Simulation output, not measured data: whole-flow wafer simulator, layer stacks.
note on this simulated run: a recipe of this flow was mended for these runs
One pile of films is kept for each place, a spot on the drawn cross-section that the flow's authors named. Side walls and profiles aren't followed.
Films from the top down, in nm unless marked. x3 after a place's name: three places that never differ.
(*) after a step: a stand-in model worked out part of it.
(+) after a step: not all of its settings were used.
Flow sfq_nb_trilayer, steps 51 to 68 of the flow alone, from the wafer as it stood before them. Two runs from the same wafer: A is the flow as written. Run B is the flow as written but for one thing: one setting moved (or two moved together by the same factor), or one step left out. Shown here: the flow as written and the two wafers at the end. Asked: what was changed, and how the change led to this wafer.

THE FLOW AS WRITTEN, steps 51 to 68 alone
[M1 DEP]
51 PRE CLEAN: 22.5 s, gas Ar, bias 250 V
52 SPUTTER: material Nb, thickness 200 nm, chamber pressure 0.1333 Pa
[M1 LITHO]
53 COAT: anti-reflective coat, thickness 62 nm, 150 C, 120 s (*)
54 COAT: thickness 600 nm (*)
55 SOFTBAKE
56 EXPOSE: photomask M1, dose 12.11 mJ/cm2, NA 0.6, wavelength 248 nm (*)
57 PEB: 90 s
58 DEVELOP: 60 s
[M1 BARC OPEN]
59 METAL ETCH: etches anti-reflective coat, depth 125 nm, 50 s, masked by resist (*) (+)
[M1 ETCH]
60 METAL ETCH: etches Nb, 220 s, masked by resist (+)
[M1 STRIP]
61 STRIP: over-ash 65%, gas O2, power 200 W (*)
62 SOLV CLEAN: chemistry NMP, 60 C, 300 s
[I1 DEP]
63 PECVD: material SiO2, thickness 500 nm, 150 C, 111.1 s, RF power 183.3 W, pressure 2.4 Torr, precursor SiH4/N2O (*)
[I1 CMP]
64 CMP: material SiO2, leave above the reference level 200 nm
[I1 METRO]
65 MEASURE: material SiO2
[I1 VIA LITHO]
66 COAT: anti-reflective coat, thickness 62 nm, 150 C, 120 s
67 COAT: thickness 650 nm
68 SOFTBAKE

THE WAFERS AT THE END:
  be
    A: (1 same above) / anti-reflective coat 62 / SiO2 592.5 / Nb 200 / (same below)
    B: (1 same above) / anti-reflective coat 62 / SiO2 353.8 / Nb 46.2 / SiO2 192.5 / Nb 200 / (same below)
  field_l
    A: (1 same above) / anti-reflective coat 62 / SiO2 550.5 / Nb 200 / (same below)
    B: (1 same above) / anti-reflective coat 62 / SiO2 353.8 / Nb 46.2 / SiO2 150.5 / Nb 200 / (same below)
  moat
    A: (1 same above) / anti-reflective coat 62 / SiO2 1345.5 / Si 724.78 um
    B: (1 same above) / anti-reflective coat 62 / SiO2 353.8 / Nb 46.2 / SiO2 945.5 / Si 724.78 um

The cause: step 60, METAL ETCH: 141 s was run, where the flow has 220 s.

How the change led to this, step by step:
  60 METAL ETCH: etches Nb, 220 s, masked by resist (+)
      field_l, be, be_sur and 79 more: A Nb -200 (all of it), SiO2 -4 | B Nb -153.8
      v_sur, via_wl, via_w and 21 more: A KrF-resist-other-grade -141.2 | B KrF-resist-other-grade -90.5
  61 STRIP: over-ash 65%, gas O2, power 200 W (*)
      wl_j_sl x16: A KrF-resist-other-grade -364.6 (all of it), anti-reflective coat -62 (all of it) | B KrF-resist-other-grade -415.3 (all of it), anti-reflective coat -62 (all of it)
      v_sur: A KrF-resist-other-grade -361.9 (all of it), anti-reflective coat -45.6 (all of it) | B KrF-resist-other-grade -412.6 (all of it), anti-reflective coat -45.6 (all of it)
      (and at 7 more places)
  63 PECVD: material SiO2, thickness 500 nm, 150 C, 111.1 s, RF power 183.3 W, pressure 2.4 Torr, precursor SiH4/N2O (*)
      field_l, be, be_sur and 72 more: A SiO2 +500 | B SiO2 +500 (new film)
      lsp_m, ln_m6, lsp_r, l0_sur, l0v: A SiO2 +494.8 | B SiO2 +500 (new film)
      (and at 2 more places)
  64 CMP: material SiO2, leave above the reference level 200 nm
      field_l, be, be_sur and 72 more: A SiO2 -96 | B SiO2 -146.2
      lsp_m, ln_m6, lsp_r, l0_sur, l0v: A SiO2 -90.8 | B SiO2 -146.2
Counting metal films that touch as one body, be has 2 bodies (between them, from the top down: SiO2 192.5); the flow as written gives 1 body.
Counting metal films that touch as one body, field_l has 3 bodies (between them, from the top down: SiO2 150.5; SiO2 55); the flow as written gives 2 bodies (between them, from the top down: SiO2 55).
Counting metal films that touch as one body, moat has 1 body; the flow as written gives 0 bodies.
